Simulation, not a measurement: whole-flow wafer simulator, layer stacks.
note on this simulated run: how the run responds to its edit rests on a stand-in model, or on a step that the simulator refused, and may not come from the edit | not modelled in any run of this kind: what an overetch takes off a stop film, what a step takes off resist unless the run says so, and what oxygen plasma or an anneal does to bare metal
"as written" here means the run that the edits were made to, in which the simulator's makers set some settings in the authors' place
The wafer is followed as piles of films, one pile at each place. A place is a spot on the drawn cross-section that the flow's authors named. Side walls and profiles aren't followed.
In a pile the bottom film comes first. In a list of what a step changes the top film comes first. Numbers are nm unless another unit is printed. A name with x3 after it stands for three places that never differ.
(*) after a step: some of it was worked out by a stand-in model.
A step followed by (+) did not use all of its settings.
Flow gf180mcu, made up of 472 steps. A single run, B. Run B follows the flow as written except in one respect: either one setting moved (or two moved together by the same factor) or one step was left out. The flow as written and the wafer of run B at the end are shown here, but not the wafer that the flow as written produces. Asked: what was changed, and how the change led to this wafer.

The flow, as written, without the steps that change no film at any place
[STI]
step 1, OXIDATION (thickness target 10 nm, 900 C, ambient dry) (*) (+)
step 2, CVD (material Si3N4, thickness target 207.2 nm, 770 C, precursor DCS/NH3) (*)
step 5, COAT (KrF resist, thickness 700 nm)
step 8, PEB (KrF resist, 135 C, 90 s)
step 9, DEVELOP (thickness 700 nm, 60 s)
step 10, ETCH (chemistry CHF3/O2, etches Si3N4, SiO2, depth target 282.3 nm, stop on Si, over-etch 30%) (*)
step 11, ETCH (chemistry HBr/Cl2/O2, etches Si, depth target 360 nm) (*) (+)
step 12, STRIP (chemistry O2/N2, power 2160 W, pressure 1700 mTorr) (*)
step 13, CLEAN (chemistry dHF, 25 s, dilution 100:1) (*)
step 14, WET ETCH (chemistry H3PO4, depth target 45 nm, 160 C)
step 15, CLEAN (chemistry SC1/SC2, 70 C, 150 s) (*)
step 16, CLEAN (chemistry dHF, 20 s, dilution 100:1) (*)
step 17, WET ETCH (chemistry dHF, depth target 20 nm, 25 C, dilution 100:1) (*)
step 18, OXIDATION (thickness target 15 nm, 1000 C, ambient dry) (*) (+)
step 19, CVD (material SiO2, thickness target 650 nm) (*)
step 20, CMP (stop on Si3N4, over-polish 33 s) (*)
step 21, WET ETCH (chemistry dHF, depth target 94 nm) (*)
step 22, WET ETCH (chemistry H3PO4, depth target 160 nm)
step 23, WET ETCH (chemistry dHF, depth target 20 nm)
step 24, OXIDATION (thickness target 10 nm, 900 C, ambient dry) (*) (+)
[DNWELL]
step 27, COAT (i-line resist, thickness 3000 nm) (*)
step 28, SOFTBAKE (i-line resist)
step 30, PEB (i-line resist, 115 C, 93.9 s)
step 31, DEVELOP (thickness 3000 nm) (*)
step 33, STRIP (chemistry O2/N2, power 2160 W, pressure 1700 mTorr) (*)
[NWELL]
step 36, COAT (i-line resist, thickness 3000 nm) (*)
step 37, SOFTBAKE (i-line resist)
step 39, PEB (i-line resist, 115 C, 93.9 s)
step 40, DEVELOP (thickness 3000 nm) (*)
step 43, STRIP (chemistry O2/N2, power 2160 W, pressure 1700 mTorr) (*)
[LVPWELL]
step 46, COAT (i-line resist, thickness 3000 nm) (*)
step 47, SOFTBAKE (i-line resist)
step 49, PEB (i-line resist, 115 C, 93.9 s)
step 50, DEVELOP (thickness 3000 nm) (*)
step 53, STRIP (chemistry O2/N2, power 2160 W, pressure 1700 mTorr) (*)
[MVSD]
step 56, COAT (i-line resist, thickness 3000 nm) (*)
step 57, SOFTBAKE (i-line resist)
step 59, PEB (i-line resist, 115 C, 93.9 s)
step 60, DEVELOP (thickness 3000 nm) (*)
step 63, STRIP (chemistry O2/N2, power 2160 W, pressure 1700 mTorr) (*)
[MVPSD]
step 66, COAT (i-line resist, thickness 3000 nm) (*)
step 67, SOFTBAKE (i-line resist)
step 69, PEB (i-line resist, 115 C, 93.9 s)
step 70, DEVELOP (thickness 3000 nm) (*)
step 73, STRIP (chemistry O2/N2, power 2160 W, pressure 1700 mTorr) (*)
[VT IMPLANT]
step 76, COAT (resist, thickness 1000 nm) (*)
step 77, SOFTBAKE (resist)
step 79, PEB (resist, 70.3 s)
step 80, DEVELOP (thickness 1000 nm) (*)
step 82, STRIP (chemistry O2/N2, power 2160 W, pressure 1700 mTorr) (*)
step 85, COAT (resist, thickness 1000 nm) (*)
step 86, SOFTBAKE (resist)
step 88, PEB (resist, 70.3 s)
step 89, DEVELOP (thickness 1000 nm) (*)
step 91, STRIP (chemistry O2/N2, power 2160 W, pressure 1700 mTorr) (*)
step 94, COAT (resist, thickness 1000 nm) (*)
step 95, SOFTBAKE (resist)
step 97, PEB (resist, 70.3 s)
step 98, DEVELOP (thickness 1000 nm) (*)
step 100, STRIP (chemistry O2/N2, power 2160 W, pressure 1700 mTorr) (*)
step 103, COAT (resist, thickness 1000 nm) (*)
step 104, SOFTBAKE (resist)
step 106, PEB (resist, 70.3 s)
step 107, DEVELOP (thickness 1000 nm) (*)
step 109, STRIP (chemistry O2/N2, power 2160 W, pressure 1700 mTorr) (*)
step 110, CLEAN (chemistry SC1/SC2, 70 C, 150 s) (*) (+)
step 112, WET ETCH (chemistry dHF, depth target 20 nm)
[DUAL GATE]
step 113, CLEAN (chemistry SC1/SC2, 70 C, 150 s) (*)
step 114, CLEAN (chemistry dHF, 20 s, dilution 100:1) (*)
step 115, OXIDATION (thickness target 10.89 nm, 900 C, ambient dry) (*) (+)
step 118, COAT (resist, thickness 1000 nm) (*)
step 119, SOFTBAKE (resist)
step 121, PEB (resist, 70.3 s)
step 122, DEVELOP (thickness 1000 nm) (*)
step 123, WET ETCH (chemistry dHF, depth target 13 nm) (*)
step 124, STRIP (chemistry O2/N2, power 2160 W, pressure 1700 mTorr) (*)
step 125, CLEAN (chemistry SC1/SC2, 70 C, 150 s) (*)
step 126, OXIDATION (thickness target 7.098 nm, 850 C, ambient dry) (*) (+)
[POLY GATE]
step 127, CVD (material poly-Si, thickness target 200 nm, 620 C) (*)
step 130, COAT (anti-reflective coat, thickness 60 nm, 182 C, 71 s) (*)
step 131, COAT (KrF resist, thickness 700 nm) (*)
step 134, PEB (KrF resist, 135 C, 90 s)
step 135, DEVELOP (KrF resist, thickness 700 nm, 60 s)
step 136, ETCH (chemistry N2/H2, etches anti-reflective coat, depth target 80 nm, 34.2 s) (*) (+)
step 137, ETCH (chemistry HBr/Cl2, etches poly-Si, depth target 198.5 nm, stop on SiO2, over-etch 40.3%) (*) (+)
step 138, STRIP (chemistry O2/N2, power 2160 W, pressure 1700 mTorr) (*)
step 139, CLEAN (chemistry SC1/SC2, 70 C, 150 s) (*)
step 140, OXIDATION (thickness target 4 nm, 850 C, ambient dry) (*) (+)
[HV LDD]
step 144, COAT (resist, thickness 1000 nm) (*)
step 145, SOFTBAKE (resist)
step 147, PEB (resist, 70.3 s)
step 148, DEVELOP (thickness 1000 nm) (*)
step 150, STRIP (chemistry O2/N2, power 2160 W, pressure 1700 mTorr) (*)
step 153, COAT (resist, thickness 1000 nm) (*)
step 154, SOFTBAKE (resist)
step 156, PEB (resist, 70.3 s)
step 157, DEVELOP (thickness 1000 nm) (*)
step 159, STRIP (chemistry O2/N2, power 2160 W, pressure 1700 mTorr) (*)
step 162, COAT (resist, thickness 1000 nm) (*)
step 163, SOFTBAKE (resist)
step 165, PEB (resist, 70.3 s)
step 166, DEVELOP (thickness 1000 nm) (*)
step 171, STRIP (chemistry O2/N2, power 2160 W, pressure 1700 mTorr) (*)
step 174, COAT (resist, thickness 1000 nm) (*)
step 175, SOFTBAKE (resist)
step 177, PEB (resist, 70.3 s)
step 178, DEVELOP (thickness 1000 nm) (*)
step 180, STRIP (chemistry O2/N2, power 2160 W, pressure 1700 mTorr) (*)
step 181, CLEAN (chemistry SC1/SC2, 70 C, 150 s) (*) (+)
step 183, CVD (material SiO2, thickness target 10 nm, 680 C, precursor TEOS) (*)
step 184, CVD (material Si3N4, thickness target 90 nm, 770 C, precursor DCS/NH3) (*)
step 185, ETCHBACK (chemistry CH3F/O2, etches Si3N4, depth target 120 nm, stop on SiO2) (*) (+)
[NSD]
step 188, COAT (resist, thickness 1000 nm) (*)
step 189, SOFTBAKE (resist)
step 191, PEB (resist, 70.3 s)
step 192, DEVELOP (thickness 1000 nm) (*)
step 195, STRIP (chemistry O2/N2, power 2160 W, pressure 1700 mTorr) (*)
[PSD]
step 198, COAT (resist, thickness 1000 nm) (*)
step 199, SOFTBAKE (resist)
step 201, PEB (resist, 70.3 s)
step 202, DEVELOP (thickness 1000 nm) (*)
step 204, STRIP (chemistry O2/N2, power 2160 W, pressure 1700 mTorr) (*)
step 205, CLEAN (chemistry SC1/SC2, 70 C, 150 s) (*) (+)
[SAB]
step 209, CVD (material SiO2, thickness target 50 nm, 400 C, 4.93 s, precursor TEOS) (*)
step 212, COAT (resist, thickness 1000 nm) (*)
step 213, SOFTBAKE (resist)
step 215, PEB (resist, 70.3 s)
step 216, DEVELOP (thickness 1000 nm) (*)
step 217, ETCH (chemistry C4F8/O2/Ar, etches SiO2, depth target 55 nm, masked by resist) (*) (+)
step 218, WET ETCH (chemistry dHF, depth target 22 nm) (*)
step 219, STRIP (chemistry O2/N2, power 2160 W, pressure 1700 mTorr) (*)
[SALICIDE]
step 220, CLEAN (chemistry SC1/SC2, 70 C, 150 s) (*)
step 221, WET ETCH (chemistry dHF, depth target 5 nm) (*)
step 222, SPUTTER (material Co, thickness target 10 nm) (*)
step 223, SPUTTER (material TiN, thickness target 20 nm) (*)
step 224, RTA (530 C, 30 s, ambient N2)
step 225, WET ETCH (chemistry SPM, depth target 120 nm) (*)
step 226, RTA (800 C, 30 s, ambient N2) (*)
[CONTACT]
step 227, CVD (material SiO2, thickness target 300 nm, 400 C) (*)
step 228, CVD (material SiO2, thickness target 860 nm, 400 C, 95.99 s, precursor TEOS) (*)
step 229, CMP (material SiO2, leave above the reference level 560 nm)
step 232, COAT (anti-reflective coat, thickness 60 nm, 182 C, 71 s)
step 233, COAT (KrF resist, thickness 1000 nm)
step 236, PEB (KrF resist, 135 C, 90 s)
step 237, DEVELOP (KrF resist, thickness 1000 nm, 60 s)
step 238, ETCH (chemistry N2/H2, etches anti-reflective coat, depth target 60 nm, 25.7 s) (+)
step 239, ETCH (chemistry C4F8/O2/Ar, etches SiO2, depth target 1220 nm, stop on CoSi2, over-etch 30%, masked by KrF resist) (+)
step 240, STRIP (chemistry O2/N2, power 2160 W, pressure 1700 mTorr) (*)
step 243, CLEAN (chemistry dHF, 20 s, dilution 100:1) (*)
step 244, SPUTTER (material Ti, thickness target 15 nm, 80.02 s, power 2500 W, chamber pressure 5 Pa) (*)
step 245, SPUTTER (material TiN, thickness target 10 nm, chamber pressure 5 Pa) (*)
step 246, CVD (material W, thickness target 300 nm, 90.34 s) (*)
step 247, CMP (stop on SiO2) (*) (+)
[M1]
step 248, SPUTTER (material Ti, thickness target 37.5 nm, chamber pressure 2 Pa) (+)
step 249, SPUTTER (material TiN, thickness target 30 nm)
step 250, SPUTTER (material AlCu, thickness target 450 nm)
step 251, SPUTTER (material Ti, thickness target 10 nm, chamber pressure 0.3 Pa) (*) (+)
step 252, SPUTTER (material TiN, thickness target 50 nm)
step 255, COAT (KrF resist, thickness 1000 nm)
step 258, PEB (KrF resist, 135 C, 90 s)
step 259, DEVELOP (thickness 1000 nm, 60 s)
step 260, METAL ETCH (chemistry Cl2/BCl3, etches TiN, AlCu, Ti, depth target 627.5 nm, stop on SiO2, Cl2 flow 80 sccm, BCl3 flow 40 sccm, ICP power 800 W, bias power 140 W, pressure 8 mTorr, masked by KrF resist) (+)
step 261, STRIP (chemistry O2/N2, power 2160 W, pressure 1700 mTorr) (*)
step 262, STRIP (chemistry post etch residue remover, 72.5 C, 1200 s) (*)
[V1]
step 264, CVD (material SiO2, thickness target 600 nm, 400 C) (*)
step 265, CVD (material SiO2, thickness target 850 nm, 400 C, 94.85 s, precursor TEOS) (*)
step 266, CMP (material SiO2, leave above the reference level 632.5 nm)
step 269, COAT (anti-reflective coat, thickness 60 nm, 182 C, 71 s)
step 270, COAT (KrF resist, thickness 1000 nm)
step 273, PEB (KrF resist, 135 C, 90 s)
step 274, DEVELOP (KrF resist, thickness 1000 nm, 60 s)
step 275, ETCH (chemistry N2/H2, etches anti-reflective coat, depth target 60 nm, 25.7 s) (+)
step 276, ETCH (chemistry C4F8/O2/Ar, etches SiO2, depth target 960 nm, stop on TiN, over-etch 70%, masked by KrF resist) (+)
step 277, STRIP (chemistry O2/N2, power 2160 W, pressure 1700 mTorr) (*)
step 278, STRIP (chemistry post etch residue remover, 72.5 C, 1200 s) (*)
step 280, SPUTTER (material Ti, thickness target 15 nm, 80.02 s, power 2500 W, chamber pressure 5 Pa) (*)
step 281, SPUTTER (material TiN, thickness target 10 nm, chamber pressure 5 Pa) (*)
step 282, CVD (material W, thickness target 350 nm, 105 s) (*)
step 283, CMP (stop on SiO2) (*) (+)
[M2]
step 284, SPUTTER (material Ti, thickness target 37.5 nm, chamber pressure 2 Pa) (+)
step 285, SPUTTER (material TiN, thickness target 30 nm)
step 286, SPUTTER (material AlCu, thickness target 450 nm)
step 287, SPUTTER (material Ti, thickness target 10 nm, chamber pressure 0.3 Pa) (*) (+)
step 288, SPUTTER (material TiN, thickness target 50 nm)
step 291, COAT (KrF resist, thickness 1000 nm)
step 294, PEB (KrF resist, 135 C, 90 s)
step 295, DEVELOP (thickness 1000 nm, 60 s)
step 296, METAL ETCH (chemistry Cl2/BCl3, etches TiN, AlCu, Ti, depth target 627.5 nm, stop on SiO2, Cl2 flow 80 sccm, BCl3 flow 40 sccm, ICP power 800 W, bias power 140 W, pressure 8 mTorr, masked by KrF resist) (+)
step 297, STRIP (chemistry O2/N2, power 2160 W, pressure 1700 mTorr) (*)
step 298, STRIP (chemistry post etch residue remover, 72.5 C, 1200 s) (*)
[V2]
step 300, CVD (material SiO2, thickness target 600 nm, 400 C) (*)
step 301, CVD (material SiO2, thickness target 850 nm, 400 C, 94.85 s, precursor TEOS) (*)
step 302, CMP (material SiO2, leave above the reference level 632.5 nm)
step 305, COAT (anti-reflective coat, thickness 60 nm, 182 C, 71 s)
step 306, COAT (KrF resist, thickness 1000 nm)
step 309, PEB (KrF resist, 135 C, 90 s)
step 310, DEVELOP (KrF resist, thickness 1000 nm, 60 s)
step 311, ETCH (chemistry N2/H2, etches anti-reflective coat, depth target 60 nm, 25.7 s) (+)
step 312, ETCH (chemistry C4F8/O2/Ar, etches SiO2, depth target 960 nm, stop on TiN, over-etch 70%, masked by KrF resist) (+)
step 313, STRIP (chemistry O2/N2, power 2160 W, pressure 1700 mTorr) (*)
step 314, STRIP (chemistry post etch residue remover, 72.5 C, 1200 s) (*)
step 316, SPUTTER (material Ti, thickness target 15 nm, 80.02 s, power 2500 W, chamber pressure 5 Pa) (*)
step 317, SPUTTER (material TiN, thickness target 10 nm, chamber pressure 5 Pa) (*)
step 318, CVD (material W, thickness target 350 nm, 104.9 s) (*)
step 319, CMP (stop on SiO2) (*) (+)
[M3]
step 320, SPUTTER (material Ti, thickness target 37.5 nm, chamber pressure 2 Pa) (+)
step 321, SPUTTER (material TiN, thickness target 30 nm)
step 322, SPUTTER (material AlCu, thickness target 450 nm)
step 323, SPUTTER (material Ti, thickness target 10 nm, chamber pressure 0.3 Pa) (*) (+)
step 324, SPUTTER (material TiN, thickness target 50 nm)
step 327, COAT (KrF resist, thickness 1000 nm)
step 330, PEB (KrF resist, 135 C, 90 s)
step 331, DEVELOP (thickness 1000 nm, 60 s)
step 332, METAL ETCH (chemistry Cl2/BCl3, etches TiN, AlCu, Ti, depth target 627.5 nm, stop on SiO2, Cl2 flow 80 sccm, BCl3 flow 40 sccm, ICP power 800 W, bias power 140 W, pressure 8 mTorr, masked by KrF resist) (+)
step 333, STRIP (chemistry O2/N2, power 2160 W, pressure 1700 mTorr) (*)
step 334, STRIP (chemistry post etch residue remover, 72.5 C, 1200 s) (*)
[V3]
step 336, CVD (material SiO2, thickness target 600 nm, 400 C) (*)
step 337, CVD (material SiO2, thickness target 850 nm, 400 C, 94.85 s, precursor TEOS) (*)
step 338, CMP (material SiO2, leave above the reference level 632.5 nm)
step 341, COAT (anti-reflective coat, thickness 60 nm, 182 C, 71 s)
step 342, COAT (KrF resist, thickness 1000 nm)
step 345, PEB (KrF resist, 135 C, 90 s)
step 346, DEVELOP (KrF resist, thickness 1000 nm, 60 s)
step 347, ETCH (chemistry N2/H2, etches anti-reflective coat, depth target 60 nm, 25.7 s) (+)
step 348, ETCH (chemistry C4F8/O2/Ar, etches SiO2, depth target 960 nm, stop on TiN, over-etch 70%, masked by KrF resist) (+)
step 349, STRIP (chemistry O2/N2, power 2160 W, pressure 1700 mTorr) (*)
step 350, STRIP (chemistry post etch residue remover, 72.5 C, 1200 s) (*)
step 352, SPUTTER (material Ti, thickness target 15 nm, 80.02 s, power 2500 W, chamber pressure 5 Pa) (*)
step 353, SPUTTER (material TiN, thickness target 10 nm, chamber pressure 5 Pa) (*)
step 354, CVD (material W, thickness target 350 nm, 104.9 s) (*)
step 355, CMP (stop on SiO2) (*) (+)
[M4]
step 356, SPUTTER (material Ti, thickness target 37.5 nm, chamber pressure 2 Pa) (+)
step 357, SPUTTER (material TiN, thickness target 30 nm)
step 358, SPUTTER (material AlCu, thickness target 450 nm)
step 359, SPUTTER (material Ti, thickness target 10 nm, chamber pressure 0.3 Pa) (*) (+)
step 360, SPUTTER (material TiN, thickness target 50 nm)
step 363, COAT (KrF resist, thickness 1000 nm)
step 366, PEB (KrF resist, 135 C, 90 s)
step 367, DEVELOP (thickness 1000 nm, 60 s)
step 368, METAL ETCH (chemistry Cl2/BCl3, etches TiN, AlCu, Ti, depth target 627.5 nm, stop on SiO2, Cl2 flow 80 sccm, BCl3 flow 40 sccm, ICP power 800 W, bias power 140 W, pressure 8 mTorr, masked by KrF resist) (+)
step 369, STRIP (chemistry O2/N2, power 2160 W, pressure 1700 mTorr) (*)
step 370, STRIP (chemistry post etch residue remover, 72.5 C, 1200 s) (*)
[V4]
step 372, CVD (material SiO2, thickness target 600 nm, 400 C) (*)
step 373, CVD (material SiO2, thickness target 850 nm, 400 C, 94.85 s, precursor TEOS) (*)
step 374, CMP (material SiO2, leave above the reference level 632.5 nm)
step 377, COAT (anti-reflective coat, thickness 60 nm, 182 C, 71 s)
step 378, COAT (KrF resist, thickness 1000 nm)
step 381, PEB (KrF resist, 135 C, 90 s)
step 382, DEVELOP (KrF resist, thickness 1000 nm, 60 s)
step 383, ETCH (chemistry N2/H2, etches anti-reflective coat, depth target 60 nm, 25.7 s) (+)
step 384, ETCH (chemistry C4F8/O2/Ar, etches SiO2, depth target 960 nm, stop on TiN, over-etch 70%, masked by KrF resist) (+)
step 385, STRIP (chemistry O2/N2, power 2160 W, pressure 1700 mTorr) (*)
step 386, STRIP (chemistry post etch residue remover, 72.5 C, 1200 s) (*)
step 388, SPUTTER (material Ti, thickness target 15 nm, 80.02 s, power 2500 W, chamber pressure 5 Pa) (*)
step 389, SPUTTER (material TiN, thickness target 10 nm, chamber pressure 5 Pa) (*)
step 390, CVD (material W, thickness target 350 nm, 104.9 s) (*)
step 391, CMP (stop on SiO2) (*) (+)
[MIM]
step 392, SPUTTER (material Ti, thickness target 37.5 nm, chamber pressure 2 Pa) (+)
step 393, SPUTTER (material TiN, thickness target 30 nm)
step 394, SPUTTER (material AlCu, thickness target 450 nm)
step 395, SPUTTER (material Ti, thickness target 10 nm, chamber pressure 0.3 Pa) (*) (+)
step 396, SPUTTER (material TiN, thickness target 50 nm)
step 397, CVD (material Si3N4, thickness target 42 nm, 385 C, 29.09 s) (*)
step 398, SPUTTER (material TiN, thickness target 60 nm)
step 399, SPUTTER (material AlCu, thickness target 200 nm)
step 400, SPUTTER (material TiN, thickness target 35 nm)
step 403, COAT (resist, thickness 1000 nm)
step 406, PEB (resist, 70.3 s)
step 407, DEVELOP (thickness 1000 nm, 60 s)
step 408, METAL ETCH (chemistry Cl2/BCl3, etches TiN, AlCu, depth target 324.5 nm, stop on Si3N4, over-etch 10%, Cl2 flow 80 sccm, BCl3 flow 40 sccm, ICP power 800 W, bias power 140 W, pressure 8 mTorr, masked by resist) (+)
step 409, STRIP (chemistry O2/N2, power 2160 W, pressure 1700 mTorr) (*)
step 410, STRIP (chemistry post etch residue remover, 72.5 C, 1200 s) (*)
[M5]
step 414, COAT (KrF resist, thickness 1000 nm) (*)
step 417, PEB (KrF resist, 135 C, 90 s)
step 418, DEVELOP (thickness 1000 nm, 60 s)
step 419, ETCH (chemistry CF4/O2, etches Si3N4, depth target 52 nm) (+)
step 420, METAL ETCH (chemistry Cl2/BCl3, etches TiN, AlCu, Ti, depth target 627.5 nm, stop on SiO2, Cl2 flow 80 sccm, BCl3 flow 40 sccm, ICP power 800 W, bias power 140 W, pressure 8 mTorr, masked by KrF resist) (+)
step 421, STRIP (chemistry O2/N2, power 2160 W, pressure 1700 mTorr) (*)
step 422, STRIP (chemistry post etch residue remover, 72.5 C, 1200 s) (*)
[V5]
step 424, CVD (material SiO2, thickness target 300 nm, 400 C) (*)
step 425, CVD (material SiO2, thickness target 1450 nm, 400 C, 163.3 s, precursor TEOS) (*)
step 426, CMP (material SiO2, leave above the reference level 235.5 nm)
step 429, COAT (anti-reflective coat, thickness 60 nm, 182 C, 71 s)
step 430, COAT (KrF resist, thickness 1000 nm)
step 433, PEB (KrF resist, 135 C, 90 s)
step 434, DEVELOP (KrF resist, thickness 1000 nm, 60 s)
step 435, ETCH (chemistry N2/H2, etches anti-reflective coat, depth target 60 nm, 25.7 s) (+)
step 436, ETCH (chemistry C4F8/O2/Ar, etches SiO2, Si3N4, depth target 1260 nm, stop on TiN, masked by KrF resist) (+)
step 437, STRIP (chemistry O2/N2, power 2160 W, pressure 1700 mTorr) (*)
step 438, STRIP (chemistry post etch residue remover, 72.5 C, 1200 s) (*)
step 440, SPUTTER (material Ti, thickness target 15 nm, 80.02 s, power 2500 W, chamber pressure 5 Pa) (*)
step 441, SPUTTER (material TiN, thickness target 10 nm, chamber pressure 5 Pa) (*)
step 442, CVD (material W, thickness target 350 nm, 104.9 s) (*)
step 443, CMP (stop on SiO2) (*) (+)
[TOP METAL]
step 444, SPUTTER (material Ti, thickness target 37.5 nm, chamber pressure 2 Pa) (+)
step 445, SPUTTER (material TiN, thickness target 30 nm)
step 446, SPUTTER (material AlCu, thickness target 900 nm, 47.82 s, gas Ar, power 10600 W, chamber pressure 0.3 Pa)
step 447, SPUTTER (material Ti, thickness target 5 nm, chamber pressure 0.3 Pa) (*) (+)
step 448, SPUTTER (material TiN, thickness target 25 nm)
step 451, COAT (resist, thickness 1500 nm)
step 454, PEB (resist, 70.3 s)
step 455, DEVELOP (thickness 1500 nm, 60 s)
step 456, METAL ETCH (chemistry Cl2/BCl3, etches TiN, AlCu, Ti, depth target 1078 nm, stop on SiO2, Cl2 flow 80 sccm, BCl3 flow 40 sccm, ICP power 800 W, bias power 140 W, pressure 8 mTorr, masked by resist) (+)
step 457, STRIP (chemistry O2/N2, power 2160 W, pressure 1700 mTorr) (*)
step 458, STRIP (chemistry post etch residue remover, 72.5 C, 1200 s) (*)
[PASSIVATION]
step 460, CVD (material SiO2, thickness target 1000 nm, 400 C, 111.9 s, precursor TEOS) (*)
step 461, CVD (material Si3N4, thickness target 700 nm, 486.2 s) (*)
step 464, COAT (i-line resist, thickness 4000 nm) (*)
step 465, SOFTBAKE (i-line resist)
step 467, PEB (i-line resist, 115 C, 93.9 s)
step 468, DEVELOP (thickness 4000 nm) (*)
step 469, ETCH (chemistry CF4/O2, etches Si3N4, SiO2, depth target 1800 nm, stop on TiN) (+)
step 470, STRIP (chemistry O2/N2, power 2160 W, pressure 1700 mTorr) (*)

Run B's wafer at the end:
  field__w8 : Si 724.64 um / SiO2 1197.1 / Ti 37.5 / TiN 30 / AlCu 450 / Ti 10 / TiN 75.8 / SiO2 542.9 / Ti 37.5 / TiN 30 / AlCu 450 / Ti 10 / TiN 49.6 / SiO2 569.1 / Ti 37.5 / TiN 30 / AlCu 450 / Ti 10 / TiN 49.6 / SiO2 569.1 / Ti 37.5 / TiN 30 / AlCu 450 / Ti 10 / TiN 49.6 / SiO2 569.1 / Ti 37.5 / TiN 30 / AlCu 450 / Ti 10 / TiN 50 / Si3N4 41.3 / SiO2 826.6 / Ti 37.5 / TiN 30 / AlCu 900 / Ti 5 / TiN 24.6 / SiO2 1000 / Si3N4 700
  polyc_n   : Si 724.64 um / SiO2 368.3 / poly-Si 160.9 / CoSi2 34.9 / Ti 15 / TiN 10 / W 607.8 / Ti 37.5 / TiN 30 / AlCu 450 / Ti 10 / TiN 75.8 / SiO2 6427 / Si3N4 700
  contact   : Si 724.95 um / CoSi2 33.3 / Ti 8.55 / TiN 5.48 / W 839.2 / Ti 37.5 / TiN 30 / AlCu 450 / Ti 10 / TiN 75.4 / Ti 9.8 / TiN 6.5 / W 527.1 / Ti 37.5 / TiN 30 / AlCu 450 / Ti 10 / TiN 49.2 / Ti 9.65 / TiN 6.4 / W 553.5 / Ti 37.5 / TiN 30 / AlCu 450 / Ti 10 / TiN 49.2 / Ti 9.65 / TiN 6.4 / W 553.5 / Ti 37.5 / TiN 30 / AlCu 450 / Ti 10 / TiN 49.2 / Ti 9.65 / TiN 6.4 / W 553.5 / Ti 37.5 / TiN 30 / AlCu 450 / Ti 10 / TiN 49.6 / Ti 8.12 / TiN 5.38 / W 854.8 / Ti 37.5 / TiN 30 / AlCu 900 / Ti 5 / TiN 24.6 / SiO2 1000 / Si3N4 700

What caused this: step 252, SPUTTER: thickness target 76.2 nm was run, though the flow has thickness target 50 nm.

The path from the change to this, step by step:
  step 252, SPUTTER (material TiN, thickness target 50 nm)
      field, field__w1, field__w2 and 108 more: +76.2 TiN (new film) (in the flow as written it would be: +50 TiN (new film))
  step 260, METAL ETCH (chemistry Cl2/BCl3, etches TiN, AlCu, Ti, depth target 627.5 nm, stop on SiO2, Cl2 flow 80 sccm, BCl3 flow 40 sccm, ICP power 800 W, bias power 140 W, pressure 8 mTorr, masked by KrF resist) (+)
      field, field__w1, field__w2 and 99 more: -76.2 TiN (all of it), -10 Ti (all of it), -450 AlCu (all of it), -30 TiN (all of it), -37.5 Ti (all of it) (in the flow as written it would be: -50 TiN (all of it), -10 Ti (all of it), -450 AlCu (all of it), -30 TiN (all of it), -37.5 Ti (all of it))
  step 266, CMP (material SiO2, leave above the reference level 632.5 nm)
      field__w8, contact, m1 and 6 more: -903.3 SiO2 (in the flow as written it would be: -877.1 SiO2)
  step 276, ETCH (chemistry C4F8/O2/Ar, etches SiO2, depth target 960 nm, stop on TiN, over-etch 70%, masked by KrF resist) (+)
      field, field__w1, field__w2 and 107 more: -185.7 KrF resist (in the flow as written it would be: -192 KrF resist)
      contact: -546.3 SiO2 (all of it) (in the flow as written it would be: -572.5 SiO2 (all of it))
  step 282, CVD (material W, thickness target 350 nm, 105 s) (*)
      contact: +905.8 W (new film) (in the flow as written it would be: +932.3 W (new film))
